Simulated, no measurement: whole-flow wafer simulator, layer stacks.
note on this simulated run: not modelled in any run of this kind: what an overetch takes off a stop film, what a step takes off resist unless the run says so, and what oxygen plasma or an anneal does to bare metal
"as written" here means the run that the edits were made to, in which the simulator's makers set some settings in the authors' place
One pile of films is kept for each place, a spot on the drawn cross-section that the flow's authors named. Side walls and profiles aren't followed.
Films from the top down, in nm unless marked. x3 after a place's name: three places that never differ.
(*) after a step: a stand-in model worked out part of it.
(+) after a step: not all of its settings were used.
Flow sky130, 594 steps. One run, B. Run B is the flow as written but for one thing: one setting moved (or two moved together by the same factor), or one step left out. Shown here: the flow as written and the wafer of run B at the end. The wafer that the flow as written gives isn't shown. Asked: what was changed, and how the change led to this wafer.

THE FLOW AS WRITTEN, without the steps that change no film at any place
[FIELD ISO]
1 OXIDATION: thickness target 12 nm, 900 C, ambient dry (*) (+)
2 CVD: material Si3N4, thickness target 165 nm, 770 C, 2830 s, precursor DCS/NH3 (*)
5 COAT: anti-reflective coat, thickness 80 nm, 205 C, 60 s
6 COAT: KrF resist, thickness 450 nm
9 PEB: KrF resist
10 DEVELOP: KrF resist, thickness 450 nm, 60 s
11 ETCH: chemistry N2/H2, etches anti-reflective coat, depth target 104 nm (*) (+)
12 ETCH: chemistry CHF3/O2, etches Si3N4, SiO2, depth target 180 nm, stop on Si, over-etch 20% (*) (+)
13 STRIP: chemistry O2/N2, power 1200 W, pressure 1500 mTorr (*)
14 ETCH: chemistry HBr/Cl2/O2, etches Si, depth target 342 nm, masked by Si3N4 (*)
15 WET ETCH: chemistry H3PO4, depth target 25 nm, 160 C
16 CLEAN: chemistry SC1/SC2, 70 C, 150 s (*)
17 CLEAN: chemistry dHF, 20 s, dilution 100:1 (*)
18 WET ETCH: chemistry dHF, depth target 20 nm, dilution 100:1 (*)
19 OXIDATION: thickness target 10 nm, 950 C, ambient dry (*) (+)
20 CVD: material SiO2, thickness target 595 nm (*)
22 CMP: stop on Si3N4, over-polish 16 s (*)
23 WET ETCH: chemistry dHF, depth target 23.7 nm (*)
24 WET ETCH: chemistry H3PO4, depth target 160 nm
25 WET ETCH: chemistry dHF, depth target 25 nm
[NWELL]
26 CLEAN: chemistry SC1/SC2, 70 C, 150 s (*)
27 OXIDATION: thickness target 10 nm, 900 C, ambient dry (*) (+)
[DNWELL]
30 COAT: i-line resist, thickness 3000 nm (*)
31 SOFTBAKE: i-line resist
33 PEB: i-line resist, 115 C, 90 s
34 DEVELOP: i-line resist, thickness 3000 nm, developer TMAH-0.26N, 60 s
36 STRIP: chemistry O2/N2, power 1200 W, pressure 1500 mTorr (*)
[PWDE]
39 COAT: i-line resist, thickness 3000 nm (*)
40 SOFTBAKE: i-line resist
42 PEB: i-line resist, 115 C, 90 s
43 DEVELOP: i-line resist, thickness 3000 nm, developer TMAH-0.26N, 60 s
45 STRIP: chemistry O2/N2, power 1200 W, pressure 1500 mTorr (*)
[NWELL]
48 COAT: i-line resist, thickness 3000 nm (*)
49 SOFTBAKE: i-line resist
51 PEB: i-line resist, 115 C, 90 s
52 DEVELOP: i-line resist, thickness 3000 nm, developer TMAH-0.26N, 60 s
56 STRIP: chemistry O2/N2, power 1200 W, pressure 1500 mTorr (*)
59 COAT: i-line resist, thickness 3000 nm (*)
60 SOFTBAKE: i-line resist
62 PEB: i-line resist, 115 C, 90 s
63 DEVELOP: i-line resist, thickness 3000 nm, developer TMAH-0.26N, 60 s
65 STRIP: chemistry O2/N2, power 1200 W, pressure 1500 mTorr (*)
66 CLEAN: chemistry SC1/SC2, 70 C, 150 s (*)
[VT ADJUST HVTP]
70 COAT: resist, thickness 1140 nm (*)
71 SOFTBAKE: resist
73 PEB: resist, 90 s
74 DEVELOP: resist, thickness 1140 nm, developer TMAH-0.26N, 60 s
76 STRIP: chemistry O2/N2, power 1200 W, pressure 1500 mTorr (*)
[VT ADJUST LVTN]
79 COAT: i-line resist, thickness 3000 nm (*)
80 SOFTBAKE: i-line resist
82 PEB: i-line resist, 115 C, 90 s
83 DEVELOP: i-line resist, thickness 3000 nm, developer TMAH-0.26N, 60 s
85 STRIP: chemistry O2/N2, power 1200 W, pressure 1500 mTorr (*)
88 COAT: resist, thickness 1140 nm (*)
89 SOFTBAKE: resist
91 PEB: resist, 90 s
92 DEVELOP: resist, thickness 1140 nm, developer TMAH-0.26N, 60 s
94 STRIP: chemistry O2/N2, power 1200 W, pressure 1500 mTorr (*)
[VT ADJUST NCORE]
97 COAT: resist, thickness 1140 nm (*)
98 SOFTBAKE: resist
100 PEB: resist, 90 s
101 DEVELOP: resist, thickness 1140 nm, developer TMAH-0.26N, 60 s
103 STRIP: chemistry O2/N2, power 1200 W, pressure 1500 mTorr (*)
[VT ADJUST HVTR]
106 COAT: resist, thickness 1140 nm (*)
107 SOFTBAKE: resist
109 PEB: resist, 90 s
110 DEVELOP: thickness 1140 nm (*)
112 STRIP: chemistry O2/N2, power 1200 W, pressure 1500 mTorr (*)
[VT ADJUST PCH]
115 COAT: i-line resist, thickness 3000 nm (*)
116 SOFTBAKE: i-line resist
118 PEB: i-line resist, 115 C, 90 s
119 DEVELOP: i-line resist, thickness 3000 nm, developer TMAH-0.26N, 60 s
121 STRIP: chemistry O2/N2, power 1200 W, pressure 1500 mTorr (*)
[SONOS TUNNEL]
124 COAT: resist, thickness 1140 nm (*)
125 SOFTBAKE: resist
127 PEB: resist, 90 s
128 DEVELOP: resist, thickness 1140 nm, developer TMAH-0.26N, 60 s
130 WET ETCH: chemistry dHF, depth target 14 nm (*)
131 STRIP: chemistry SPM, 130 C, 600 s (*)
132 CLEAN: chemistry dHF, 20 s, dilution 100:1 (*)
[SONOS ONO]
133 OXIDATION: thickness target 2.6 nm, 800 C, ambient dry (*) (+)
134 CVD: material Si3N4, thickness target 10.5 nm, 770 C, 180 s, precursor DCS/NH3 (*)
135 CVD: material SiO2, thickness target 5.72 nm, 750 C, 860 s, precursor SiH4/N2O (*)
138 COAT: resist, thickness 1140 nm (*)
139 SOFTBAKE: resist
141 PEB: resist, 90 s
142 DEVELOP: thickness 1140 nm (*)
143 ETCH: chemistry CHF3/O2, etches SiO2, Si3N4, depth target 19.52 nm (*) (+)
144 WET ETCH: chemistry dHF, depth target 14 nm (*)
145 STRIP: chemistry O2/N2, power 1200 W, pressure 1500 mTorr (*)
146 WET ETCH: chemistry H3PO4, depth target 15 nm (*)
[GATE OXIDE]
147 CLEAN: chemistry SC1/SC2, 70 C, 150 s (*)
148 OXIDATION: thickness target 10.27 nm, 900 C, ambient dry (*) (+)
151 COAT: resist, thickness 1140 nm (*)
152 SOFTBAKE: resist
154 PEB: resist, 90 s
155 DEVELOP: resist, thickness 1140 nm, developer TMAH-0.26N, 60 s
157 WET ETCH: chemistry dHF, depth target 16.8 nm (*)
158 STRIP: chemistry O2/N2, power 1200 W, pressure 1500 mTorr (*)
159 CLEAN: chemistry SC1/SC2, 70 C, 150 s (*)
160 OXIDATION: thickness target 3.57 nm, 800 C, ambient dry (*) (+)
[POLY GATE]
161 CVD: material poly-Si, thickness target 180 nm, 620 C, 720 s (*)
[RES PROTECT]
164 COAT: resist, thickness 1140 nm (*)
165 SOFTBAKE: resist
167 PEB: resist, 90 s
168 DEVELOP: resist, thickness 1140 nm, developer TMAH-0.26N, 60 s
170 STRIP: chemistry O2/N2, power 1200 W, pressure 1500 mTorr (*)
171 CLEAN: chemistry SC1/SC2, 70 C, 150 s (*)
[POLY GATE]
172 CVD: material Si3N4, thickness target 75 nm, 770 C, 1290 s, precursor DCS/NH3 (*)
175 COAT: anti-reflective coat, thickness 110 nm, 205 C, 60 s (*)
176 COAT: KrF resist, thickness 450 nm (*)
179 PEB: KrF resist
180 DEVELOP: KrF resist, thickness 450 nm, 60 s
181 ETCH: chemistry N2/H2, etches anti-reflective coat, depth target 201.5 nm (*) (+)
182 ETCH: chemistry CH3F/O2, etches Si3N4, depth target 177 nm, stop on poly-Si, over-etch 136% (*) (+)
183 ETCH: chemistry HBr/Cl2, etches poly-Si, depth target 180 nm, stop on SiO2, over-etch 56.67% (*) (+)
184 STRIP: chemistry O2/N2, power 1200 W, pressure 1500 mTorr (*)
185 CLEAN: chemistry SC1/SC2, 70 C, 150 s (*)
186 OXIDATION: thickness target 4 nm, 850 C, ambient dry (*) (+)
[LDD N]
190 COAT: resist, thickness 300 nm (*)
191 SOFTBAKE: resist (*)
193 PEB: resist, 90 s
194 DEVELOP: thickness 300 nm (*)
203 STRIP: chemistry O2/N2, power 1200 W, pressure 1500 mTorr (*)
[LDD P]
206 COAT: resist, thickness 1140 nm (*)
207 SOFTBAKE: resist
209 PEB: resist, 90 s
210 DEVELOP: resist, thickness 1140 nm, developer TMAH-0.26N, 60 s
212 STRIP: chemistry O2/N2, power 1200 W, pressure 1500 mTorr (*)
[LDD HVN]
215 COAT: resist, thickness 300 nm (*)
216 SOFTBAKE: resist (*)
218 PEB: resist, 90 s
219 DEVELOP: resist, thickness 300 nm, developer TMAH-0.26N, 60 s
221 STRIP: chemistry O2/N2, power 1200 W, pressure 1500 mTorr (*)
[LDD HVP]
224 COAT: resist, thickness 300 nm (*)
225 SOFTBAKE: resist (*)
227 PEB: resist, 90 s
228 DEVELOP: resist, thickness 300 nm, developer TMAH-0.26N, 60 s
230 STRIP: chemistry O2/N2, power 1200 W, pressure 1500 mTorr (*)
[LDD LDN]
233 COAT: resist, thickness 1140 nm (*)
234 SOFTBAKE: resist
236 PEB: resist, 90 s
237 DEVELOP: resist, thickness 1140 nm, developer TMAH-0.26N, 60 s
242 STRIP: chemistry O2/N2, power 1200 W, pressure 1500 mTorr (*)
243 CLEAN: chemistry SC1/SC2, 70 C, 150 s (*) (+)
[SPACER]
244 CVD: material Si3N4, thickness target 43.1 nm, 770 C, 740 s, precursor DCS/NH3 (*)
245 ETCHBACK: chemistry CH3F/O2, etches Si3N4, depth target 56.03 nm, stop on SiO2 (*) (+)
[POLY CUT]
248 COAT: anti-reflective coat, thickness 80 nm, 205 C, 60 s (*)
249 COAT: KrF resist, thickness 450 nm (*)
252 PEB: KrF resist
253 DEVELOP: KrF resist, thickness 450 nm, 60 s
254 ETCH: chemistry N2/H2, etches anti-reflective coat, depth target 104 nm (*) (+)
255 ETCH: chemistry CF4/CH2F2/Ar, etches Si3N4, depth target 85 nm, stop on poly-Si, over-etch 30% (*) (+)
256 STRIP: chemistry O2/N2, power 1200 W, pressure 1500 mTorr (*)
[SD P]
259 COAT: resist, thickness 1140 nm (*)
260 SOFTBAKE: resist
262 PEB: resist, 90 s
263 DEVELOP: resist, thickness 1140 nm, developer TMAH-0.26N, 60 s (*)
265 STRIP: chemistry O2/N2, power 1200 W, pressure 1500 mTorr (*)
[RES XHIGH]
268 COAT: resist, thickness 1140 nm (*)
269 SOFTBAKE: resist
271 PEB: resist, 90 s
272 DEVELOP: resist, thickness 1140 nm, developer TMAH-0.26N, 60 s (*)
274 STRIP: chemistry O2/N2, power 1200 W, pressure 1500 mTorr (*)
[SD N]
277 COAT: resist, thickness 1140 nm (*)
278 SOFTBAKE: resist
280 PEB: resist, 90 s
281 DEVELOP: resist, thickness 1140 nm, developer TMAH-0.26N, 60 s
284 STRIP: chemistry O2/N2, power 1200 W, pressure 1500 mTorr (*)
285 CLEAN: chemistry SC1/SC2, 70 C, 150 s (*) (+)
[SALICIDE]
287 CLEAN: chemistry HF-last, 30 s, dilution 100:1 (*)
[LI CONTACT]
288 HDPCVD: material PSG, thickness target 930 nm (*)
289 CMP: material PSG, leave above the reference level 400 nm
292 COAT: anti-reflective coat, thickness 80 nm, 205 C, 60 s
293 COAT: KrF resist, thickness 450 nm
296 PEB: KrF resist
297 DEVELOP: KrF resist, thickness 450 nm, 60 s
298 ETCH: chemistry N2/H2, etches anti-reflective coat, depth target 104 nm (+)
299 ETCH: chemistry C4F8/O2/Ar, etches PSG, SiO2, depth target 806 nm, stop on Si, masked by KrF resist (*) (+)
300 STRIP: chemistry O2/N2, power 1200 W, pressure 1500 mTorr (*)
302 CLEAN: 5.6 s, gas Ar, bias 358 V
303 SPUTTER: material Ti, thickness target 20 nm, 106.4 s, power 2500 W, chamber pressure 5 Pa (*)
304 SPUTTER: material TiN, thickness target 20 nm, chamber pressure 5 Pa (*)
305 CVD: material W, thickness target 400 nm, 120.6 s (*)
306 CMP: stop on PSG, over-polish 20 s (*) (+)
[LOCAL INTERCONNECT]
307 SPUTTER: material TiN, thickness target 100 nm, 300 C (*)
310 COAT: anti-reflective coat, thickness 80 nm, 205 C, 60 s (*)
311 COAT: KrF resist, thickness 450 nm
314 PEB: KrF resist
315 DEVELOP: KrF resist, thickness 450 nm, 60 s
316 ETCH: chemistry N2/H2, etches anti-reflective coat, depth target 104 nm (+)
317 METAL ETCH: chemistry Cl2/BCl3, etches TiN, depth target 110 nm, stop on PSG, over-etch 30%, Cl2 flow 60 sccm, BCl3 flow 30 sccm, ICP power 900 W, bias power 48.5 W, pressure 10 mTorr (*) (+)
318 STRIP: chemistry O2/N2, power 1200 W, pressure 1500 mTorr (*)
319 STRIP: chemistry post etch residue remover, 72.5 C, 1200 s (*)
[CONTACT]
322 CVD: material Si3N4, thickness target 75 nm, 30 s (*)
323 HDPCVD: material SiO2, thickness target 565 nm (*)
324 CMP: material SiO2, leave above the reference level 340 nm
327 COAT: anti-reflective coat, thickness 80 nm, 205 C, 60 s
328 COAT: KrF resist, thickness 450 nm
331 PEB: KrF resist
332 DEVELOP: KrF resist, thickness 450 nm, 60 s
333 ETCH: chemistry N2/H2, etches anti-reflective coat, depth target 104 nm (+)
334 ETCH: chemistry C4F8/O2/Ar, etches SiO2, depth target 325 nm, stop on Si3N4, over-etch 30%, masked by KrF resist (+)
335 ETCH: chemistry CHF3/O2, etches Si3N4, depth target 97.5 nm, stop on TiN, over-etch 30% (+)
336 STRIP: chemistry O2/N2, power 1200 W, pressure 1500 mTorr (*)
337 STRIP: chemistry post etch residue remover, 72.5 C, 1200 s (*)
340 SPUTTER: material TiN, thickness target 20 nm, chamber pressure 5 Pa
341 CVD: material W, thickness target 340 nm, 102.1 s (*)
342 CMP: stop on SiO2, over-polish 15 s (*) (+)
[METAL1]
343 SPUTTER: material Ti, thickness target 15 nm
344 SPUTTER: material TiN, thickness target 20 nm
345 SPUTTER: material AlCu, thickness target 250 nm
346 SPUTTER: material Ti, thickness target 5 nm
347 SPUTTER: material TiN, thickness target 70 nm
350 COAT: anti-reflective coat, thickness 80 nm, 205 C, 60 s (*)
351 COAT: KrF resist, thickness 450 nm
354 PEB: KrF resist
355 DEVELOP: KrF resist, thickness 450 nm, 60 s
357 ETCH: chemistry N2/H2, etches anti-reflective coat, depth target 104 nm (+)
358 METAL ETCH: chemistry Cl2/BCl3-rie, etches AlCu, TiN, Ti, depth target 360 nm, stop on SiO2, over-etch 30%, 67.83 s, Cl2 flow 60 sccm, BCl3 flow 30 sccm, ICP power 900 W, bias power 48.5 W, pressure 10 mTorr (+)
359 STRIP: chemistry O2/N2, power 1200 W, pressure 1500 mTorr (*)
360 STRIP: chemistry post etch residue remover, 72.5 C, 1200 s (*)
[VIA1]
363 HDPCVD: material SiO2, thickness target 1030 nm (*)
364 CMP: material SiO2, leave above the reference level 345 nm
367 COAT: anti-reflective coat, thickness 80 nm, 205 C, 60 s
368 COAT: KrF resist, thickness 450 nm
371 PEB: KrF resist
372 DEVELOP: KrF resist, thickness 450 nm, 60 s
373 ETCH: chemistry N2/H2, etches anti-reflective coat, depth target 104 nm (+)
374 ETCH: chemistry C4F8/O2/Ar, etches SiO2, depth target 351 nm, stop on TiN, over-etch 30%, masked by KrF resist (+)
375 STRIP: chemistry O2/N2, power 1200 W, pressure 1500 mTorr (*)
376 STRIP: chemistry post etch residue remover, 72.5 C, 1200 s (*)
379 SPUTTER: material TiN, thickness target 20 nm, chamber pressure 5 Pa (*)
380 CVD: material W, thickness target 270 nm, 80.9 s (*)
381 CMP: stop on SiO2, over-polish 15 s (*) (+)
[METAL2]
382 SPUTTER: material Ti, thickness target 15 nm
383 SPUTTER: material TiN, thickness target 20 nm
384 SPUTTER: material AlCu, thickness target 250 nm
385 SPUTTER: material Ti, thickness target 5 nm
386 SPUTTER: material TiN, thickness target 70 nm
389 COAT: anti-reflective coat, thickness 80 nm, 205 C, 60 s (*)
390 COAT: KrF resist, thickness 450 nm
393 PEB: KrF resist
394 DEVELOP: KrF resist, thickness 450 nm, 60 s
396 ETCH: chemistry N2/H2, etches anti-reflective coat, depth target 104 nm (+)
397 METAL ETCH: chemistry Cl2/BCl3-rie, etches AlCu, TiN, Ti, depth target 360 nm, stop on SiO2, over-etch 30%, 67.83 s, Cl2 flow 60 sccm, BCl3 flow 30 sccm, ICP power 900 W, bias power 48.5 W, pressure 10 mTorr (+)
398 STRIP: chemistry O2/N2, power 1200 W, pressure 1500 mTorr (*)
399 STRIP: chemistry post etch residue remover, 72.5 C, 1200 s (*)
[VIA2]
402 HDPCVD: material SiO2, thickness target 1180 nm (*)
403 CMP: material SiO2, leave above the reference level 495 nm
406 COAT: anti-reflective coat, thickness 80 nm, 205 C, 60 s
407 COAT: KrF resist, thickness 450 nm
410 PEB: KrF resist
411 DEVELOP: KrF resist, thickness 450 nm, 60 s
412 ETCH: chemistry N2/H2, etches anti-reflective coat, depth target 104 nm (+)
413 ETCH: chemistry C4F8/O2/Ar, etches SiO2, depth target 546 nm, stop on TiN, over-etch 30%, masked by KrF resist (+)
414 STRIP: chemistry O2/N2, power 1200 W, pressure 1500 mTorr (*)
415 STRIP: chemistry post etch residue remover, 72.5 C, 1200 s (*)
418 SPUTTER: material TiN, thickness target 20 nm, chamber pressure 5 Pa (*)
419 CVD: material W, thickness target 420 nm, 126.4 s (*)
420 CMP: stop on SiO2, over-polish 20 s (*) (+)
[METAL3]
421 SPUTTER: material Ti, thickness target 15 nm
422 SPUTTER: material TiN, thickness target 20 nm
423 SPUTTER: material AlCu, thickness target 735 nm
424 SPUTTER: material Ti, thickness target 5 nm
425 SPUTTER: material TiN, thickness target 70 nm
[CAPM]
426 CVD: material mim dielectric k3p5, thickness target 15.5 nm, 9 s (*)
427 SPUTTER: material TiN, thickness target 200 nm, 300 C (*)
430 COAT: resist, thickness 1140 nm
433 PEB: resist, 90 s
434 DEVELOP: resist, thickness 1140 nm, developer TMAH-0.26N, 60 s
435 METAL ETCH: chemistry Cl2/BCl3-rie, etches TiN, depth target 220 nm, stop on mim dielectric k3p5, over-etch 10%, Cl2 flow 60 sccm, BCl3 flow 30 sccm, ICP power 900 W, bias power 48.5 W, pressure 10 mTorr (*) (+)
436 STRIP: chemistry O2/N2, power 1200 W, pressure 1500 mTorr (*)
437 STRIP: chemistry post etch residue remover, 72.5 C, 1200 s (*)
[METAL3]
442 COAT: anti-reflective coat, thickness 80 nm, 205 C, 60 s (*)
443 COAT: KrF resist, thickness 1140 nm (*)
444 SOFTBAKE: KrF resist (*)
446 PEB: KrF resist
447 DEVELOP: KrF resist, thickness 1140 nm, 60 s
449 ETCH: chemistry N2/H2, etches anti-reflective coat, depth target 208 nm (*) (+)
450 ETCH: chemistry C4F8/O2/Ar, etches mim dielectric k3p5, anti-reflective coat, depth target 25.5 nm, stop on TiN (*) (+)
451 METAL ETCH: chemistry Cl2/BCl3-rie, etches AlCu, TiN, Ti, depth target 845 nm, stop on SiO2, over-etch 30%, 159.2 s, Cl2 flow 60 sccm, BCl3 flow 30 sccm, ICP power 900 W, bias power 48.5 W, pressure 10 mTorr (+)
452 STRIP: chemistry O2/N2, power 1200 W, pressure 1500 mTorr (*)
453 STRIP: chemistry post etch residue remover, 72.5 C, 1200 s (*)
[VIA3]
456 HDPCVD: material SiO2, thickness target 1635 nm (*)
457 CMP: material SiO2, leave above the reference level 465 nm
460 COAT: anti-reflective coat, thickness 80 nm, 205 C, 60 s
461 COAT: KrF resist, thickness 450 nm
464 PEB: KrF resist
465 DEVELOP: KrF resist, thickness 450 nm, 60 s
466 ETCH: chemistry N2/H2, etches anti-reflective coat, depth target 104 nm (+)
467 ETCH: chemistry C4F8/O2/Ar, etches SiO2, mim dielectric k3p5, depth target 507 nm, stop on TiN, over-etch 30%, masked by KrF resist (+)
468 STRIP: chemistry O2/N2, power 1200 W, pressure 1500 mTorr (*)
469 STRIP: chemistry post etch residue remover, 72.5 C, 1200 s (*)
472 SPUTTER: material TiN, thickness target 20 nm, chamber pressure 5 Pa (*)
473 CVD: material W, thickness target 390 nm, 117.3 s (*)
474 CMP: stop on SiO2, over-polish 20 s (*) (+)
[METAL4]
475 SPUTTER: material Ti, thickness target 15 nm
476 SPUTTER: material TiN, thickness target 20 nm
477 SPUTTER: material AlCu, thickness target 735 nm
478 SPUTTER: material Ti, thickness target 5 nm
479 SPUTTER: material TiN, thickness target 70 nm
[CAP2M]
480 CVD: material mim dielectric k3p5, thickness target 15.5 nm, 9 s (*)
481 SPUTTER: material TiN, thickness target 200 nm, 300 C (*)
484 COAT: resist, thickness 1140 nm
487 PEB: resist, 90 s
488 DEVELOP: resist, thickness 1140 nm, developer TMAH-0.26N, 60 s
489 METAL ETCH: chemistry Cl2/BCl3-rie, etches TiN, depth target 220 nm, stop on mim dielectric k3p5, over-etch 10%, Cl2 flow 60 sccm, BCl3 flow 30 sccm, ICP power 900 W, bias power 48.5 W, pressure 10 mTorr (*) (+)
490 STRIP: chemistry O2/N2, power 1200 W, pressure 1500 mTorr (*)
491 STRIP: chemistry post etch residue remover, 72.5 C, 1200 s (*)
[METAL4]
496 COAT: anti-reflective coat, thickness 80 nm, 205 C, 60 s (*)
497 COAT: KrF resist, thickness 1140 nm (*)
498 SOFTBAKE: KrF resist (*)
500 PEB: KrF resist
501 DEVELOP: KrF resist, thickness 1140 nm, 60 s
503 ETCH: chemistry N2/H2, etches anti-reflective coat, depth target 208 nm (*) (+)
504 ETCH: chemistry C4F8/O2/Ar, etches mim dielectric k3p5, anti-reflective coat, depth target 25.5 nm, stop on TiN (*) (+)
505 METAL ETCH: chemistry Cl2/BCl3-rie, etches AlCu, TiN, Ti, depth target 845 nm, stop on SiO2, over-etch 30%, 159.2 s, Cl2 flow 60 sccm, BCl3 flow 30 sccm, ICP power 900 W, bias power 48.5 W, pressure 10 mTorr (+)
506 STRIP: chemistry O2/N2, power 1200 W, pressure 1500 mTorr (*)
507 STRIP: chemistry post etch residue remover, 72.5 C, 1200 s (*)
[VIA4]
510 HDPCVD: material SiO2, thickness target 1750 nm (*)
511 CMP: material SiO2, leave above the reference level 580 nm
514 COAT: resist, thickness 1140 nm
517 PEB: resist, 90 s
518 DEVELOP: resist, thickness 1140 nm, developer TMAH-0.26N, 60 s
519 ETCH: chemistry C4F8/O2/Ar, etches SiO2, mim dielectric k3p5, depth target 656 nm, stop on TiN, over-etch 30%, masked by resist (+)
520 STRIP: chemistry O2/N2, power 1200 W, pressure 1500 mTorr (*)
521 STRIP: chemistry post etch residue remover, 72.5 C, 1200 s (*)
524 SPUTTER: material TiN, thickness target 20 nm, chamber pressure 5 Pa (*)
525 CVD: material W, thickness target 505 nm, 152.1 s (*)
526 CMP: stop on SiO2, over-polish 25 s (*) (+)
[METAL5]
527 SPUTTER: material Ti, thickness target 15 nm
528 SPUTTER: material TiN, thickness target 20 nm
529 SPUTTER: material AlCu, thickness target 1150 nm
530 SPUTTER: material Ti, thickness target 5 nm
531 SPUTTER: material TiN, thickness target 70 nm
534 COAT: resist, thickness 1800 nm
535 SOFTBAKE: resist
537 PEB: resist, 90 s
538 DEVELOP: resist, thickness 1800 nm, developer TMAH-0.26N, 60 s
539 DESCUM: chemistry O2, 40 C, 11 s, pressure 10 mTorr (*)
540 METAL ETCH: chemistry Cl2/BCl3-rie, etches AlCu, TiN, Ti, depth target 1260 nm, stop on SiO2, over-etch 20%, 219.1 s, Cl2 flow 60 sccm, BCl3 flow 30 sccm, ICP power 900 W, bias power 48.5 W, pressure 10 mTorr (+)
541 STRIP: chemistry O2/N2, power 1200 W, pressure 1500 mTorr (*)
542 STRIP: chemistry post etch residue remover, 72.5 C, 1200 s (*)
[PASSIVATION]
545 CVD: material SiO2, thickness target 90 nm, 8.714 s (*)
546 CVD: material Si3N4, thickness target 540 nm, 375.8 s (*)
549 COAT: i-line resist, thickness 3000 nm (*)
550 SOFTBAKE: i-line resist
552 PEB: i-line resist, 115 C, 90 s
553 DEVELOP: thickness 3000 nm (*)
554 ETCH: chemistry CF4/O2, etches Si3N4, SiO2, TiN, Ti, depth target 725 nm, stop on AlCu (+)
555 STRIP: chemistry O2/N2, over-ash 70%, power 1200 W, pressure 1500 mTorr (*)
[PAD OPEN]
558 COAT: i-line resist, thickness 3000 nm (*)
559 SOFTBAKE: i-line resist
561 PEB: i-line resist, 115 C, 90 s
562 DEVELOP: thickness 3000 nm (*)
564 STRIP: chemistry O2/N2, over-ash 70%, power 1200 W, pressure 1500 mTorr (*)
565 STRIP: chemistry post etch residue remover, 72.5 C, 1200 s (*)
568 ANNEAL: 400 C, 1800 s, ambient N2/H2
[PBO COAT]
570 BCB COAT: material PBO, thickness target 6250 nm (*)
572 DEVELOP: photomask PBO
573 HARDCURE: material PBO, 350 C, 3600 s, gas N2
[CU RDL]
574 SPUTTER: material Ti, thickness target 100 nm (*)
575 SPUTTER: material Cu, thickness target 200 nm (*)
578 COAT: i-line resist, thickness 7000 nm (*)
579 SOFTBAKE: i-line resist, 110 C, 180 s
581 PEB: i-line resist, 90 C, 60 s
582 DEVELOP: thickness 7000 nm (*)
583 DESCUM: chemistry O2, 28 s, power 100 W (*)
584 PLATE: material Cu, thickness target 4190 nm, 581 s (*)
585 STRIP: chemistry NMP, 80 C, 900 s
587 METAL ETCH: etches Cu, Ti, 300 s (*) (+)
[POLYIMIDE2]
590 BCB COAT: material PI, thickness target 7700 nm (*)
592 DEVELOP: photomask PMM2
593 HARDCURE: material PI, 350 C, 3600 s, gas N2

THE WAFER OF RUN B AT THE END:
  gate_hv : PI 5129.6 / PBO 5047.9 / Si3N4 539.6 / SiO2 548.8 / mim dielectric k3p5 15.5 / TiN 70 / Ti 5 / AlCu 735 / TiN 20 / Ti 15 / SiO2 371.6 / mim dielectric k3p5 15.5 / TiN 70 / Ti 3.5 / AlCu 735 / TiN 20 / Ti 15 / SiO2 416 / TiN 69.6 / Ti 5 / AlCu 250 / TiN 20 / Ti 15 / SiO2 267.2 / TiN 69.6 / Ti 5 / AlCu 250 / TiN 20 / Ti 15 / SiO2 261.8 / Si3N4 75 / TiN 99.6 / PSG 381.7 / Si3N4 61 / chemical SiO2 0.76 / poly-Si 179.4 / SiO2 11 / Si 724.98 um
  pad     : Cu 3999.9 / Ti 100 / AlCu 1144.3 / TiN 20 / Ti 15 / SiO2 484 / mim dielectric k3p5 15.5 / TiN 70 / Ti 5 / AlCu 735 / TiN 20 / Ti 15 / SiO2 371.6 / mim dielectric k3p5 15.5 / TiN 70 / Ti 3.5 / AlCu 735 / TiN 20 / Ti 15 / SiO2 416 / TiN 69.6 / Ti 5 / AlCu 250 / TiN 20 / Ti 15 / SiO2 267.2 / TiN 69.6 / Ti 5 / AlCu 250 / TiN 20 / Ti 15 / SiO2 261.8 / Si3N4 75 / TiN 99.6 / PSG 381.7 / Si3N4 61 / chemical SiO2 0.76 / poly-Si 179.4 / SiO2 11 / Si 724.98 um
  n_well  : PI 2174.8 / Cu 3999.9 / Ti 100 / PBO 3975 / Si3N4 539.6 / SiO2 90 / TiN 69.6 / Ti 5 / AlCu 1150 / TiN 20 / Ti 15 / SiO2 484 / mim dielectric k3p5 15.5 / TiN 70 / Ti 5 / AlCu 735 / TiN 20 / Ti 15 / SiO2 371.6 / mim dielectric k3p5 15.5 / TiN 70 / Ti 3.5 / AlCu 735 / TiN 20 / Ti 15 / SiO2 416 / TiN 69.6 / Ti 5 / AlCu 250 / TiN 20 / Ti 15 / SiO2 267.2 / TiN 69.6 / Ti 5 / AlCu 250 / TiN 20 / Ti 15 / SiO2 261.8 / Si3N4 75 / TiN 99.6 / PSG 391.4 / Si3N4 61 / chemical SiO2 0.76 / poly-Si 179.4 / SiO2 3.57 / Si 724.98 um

The cause: step 424, SPUTTER: thickness target 3.5 nm was run, where the flow has thickness target 5 nm.
It can be read off the wafer: gate_hv has Ti 3.5, and step 424 as written asks for 5 nm.

How the change led to this, step by step:
  424 SPUTTER: material Ti, thickness target 5 nm
      field, active, n_well and 188 more: Ti +3.5 (new film) (as written it would be: Ti +5 (new film))
  451 METAL ETCH: chemistry Cl2/BCl3-rie, etches AlCu, TiN, Ti, depth target 845 nm, stop on SiO2, over-etch 30%, 159.2 s, Cl2 flow 60 sccm, BCl3 flow 30 sccm, ICP power 900 W, bias power 48.5 W, pressure 10 mTorr (+)
      field, active, gate and 69 more: TiN -70 (all of it), Ti -3.5 (all of it), AlCu -735 (all of it), TiN -20 (all of it), Ti -15 (all of it), SiO2 -25.5 (as written it would be: TiN -70 (all of it), Ti -5 (all of it), AlCu -735 (all of it), TiN -20 (all of it), Ti -15 (all of it), SiO2 -25.4)
      vpp_ln, vpp_iso2, ndiff_ln and 10 more: TiN -70 (all of it), Ti -3.5 (all of it), AlCu -735 (all of it), TiN -20 (all of it), Ti -15 (all of it), SiO2 -25.5 (as written it would be: TiN -70 (all of it), Ti -5 (all of it), AlCu -735 (all of it), TiN -20 (all of it), Ti -15 (all of it), SiO2 -25.3)
